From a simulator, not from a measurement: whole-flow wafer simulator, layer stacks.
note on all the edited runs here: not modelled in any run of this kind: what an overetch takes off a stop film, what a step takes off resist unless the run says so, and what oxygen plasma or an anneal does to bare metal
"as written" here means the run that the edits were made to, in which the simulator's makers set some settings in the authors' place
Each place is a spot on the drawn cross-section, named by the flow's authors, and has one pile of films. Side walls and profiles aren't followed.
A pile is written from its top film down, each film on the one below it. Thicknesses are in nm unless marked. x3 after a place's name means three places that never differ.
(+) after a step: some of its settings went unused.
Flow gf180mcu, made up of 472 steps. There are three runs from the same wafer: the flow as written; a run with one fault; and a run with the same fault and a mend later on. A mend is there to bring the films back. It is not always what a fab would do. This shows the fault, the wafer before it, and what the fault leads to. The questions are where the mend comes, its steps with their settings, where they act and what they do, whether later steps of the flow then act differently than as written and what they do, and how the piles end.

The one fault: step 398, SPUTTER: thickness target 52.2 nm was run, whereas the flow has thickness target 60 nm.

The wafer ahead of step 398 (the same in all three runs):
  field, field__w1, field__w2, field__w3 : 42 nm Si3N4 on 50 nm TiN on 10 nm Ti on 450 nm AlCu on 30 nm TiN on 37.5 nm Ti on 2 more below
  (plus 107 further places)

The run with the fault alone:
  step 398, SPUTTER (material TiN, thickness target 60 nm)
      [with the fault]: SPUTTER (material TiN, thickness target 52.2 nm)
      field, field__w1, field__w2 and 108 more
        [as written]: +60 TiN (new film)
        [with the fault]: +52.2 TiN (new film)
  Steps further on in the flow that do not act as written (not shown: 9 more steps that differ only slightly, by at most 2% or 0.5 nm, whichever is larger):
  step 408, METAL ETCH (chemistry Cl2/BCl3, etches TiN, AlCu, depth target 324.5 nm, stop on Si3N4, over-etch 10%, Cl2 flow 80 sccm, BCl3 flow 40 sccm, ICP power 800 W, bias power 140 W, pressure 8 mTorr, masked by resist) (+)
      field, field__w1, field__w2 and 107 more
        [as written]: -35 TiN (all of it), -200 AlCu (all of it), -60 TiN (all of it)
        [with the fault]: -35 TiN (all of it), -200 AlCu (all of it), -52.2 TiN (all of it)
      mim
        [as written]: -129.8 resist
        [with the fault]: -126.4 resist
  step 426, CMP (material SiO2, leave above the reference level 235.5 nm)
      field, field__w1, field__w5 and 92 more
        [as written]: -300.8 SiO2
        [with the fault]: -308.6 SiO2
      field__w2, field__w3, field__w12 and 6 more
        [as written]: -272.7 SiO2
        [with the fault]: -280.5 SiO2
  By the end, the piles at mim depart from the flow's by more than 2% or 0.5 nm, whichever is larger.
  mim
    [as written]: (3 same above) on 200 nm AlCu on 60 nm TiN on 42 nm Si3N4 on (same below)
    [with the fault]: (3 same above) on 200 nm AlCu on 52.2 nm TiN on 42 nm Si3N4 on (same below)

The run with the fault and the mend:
  After step 398 comes the mend.
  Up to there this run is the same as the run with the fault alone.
  step 398a, SPUTTER (material TiN, thickness target 7.8 nm) (the flow's step 398, run once more with other settings)
      field, field__w1, field__w2 and 108 more
        +7.8 TiN
  Every later step of the flow that is run acts as written at every place that is followed.
  The piles end the same as the flow's at every place that both follow.
